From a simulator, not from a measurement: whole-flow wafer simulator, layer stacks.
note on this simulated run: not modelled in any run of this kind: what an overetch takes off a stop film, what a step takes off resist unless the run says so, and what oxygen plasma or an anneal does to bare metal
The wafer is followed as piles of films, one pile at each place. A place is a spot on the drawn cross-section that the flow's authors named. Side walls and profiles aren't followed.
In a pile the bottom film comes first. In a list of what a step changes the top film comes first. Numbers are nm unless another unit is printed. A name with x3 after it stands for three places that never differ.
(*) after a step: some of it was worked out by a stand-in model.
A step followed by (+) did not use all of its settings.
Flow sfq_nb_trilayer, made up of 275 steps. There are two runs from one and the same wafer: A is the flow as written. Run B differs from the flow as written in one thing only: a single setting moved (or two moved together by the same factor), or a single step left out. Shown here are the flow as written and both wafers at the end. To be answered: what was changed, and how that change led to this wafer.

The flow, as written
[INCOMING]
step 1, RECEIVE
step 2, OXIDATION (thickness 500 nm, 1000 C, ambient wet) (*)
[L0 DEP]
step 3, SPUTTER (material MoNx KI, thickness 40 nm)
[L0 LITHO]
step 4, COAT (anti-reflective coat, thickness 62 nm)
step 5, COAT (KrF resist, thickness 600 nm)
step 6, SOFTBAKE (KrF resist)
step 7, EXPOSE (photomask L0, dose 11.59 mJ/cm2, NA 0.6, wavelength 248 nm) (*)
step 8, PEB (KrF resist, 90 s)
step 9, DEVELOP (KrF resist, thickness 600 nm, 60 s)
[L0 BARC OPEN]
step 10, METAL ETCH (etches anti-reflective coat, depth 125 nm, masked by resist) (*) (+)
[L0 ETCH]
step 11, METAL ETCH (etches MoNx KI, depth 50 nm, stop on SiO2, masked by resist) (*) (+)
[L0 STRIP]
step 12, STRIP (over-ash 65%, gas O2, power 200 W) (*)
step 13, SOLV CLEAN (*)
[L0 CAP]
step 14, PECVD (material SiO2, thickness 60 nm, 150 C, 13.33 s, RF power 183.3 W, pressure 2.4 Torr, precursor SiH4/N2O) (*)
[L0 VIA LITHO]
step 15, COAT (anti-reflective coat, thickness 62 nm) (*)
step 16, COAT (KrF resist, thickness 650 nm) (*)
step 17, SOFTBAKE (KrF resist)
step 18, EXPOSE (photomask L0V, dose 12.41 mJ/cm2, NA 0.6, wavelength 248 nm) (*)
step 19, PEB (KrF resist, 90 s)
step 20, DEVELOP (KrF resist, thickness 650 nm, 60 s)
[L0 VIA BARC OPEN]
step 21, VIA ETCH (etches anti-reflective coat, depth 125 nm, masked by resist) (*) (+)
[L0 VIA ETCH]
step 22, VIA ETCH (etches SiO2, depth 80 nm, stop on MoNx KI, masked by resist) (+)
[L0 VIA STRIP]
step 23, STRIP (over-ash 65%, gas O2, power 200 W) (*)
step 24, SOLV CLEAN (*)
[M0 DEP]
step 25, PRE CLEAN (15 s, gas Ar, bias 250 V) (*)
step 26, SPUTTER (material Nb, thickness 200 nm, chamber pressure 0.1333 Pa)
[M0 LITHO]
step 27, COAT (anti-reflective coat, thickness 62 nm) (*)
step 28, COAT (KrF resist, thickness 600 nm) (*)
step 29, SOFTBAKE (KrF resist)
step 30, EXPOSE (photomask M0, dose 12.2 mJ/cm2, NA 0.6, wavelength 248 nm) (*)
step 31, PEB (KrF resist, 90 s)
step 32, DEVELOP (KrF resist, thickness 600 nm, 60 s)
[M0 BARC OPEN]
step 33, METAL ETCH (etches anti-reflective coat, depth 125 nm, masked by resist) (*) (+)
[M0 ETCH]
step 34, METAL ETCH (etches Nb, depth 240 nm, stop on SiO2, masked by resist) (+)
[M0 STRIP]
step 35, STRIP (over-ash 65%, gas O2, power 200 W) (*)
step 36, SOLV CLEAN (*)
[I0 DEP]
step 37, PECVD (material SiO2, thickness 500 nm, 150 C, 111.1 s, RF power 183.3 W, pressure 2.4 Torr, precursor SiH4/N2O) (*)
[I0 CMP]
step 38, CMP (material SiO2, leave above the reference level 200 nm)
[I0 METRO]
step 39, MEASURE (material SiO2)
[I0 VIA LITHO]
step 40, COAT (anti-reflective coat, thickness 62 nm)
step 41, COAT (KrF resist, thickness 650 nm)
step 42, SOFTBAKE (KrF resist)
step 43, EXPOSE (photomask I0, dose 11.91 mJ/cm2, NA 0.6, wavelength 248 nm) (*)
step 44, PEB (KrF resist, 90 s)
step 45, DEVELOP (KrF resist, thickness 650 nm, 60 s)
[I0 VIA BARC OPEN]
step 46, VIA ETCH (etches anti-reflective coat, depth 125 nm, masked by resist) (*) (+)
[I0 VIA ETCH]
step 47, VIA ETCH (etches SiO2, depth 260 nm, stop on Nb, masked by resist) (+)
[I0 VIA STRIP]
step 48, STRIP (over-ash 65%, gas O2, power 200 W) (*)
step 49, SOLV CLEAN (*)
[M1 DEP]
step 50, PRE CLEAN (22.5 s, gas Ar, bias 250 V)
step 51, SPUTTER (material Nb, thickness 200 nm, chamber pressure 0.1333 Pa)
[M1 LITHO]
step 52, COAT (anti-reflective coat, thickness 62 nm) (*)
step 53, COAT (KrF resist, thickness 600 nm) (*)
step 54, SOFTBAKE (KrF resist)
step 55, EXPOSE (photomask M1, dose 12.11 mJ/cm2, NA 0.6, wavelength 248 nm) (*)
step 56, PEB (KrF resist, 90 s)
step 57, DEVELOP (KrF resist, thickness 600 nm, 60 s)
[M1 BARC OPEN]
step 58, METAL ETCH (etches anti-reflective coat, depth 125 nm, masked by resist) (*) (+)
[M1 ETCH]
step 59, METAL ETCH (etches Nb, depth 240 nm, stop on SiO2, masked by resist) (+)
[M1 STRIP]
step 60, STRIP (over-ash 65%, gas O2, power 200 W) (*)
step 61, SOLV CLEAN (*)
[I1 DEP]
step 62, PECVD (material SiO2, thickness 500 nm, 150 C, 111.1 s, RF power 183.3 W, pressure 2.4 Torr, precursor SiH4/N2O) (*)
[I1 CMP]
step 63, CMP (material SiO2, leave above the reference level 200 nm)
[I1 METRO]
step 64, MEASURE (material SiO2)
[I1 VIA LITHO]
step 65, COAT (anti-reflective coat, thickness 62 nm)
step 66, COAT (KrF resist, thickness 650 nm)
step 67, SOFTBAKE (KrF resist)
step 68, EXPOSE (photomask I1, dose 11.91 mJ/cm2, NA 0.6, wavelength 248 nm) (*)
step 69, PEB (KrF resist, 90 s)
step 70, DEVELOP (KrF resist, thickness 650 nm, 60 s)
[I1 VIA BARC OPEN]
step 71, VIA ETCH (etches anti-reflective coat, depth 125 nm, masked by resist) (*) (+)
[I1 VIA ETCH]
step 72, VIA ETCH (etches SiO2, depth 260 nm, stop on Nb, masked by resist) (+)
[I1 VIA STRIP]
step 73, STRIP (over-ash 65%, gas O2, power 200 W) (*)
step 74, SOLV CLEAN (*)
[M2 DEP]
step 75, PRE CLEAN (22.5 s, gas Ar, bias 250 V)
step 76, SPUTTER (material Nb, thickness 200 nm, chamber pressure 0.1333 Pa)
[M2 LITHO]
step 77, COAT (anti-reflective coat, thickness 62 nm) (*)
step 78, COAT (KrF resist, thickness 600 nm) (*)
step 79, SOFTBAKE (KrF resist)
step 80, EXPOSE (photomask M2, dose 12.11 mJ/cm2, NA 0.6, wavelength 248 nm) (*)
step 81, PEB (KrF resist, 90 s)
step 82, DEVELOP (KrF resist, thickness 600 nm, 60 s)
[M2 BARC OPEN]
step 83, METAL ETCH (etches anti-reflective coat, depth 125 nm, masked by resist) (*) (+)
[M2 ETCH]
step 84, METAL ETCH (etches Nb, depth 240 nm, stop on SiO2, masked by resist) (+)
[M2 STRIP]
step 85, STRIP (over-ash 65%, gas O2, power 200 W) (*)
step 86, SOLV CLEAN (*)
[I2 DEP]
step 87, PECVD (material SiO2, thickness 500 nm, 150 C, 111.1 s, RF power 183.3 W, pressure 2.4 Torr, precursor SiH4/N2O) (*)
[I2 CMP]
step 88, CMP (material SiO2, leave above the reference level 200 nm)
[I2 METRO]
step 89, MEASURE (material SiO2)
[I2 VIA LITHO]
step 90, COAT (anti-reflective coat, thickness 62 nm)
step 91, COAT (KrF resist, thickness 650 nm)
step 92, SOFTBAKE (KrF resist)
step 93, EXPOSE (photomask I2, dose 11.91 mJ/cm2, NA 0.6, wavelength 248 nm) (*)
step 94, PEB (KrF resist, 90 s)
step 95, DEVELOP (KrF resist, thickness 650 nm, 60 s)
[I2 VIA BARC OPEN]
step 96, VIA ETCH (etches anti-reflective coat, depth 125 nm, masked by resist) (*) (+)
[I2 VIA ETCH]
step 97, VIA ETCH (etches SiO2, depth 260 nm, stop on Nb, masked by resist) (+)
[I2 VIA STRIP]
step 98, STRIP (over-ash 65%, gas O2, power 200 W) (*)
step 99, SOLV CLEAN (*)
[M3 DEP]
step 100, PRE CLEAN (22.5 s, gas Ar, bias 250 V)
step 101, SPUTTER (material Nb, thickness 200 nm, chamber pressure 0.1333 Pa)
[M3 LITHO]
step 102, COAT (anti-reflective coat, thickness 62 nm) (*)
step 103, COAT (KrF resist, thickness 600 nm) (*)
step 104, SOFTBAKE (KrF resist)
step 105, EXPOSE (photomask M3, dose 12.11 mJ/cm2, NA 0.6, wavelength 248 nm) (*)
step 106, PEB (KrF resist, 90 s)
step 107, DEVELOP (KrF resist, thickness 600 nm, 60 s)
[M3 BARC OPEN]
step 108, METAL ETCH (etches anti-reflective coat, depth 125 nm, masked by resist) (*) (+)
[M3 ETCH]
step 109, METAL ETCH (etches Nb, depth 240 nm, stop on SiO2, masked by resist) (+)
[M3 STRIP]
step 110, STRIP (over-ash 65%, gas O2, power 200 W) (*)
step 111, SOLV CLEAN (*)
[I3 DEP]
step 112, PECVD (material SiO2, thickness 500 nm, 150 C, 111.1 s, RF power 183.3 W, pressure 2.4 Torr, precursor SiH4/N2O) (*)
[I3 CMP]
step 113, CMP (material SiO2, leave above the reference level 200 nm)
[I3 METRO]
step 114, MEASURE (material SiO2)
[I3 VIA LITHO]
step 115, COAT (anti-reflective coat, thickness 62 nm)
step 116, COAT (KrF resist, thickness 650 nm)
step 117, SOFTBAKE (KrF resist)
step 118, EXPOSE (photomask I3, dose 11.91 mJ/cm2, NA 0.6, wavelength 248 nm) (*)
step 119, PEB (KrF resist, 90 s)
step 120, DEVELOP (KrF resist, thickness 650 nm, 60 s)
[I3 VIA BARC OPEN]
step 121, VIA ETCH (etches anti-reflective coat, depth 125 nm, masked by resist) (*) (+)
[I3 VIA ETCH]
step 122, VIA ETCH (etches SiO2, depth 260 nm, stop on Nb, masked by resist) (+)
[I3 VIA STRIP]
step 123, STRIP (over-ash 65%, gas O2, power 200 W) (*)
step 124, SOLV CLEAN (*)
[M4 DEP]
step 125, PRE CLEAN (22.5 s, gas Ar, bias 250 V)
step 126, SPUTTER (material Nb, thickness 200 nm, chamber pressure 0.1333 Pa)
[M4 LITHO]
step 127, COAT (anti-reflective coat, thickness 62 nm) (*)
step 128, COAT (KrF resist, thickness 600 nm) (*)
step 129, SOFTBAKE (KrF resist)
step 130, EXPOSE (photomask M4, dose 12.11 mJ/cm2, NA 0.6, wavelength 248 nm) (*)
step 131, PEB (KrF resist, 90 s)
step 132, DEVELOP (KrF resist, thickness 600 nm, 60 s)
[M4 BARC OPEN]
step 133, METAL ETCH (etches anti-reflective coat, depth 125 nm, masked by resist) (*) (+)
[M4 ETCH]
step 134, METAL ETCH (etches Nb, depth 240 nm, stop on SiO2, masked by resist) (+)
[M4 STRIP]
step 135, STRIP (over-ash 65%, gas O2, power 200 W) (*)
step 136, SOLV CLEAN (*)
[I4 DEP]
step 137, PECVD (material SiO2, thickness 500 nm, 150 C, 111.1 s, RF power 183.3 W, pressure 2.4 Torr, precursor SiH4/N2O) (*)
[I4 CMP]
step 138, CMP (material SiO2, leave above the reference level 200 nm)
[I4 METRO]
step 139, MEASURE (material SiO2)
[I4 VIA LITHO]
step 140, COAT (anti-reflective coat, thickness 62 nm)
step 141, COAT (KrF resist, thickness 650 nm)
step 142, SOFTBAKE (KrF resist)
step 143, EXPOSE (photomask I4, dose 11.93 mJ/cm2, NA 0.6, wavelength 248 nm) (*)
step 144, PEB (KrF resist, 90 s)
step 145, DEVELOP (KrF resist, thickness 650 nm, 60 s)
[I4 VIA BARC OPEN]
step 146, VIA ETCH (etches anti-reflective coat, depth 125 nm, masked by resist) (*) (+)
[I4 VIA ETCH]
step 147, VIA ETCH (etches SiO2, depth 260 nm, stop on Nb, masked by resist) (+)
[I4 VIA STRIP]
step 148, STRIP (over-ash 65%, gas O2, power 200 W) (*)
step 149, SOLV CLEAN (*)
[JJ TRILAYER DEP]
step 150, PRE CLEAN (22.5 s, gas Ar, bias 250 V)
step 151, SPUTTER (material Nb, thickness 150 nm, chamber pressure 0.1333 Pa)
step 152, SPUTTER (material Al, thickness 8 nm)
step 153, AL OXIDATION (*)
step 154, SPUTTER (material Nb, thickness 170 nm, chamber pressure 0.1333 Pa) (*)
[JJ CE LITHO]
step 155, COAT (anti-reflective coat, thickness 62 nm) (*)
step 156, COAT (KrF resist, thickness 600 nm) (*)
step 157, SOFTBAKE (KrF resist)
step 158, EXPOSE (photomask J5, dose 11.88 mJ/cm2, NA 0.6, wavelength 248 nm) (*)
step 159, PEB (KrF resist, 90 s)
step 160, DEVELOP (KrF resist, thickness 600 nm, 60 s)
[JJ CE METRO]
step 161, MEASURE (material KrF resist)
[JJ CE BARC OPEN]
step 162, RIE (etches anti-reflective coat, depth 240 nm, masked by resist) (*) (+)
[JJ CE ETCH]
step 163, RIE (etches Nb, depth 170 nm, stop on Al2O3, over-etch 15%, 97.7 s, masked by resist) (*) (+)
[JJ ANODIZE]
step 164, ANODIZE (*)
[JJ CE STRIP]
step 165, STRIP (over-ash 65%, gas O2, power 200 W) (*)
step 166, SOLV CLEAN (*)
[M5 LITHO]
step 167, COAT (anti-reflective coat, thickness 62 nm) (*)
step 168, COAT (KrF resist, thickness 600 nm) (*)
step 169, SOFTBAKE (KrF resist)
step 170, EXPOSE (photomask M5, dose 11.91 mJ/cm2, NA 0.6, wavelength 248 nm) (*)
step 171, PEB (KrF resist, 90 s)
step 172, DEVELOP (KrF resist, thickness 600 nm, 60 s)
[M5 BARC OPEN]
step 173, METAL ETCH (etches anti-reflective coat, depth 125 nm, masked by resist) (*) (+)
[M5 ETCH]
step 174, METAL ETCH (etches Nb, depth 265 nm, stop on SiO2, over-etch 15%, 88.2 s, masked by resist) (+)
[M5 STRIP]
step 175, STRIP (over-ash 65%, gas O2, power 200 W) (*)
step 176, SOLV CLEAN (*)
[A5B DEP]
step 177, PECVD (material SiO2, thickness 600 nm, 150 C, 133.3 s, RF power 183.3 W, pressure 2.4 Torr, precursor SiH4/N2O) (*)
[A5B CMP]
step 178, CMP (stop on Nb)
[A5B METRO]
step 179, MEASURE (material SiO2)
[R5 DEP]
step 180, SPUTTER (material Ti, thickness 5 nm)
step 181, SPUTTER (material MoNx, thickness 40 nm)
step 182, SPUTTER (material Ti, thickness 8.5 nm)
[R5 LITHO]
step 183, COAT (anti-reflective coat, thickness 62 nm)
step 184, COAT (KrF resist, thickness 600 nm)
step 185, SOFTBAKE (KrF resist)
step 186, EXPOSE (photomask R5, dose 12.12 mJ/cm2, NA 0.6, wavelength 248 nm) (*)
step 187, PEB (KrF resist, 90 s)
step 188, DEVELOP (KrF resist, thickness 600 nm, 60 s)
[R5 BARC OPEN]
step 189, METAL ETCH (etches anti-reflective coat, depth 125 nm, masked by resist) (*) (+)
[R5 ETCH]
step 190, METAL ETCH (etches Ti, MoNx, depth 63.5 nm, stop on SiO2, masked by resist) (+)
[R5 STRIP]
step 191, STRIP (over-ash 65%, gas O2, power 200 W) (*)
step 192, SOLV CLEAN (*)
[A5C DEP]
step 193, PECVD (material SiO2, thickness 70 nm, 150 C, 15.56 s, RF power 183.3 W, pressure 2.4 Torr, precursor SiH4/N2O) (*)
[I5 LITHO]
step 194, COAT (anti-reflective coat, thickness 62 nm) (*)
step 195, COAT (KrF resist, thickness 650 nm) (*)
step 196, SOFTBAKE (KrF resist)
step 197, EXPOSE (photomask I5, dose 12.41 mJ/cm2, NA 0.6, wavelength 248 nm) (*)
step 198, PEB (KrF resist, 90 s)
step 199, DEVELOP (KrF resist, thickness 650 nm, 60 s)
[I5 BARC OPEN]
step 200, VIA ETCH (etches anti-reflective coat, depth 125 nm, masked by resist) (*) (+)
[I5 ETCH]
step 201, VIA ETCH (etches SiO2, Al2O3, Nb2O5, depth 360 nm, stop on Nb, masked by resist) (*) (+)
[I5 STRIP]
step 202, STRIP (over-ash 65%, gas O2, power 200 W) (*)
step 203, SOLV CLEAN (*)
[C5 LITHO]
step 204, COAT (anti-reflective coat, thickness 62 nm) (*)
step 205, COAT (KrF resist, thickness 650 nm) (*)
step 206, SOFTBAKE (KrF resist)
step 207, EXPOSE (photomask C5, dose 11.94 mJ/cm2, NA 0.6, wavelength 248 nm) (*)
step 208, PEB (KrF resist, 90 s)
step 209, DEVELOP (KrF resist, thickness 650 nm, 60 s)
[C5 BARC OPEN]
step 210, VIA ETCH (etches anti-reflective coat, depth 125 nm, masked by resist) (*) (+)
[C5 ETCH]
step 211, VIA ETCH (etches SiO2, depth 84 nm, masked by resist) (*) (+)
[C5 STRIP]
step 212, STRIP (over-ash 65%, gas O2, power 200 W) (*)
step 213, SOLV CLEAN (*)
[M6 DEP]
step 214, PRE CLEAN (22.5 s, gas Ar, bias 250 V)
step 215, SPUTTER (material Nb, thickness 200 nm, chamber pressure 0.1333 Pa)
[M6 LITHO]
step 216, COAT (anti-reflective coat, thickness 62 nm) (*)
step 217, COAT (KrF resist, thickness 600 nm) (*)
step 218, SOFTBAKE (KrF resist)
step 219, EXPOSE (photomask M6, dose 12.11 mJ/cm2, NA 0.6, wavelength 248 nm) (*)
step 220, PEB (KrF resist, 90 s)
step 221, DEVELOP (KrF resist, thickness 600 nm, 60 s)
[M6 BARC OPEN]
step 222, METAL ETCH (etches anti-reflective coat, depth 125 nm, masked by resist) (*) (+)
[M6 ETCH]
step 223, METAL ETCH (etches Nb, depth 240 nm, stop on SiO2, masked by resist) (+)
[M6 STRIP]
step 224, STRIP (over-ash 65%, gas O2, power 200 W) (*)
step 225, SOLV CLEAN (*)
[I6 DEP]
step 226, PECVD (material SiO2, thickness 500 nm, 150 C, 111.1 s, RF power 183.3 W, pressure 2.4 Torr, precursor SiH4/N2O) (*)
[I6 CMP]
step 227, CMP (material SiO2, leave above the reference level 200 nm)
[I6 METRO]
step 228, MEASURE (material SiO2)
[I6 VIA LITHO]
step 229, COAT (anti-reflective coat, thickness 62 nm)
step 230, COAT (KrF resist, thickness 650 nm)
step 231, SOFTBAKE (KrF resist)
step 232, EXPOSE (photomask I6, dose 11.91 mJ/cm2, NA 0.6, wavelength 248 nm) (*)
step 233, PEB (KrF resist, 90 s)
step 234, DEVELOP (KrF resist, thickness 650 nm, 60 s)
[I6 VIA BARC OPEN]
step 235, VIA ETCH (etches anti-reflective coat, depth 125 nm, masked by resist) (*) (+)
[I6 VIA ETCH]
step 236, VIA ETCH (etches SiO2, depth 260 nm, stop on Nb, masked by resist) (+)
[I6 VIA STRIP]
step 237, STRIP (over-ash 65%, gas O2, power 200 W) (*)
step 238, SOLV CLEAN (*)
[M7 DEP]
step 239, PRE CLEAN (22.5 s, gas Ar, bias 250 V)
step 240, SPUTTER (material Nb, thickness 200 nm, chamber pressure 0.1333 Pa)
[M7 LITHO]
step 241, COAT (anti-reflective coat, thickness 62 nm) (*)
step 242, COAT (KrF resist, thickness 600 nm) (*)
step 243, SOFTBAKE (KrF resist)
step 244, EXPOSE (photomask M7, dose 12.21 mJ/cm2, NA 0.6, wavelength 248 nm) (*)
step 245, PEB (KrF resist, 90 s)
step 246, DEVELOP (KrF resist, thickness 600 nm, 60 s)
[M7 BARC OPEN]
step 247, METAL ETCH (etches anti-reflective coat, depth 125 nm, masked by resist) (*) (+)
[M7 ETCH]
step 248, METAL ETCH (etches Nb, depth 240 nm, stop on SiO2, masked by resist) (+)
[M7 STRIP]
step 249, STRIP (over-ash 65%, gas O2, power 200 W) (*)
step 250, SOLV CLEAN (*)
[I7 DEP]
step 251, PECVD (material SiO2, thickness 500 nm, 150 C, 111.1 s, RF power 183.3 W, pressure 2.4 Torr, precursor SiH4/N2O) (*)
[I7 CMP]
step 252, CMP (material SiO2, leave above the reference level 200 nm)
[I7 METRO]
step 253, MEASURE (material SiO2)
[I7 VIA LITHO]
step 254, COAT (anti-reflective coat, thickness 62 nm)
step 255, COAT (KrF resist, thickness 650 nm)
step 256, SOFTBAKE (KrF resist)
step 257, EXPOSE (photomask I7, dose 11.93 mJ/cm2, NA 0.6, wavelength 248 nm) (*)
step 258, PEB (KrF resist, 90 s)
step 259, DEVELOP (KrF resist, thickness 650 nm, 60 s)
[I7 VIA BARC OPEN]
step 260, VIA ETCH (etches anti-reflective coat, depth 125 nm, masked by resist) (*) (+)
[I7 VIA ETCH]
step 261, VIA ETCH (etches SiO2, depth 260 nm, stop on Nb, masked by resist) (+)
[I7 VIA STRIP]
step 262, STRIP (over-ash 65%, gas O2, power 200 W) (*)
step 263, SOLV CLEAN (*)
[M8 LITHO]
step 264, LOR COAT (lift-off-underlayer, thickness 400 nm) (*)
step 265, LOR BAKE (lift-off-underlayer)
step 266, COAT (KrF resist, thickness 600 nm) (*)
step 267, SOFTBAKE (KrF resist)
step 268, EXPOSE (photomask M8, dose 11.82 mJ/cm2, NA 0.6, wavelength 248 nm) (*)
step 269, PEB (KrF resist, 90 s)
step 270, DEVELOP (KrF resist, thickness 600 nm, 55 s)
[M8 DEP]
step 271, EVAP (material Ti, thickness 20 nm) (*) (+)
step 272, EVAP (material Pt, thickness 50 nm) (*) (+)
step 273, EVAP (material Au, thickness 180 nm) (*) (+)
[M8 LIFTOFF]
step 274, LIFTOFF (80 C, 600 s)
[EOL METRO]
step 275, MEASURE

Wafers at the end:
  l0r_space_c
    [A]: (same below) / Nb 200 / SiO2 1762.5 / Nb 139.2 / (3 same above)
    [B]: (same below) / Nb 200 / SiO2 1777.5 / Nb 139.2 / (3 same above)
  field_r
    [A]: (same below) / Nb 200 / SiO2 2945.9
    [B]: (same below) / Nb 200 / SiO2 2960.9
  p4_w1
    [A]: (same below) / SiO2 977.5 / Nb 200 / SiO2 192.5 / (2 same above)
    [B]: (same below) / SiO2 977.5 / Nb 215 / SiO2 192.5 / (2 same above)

Cause: step 101, SPUTTER: thickness 215 nm was run, while the flow as written has thickness 200 nm.
One can read it off the wafer: p4_w1 has Nb 215, and step 101 as written asks for 200 nm.

How this came from the change, step by step:
  step 101, SPUTTER (material Nb, thickness 200 nm, chamber pressure 0.1333 Pa)
      field_l, v_sur, via_wl and 102 more: A +200 Nb (new film) | B +215 Nb (new film)
      via_w: A +165.5 Nb | B +178.1 Nb
  step 109, METAL ETCH (etches Nb, depth 240 nm, stop on SiO2, masked by resist) (+)
      field_l, be, be_sur and 72 more: A -200 Nb (all of it) | B -215 Nb (all of it)
  step 112, PECVD (material SiO2, thickness 500 nm, 150 C, 111.1 s, RF power 183.3 W, pressure 2.4 Torr, precursor SiH4/N2O) (*)
      p4_g1, p4_g2, p3_s0, p3_s1, p3_s2, p3_s3, p3_s4, p3_s5: A +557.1 SiO2 | B +572.1 SiO2
  step 113, CMP (material SiO2, leave above the reference level 200 nm)
      field_l, be, be_sur and 64 more: A -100 SiO2 | B -85 SiO2
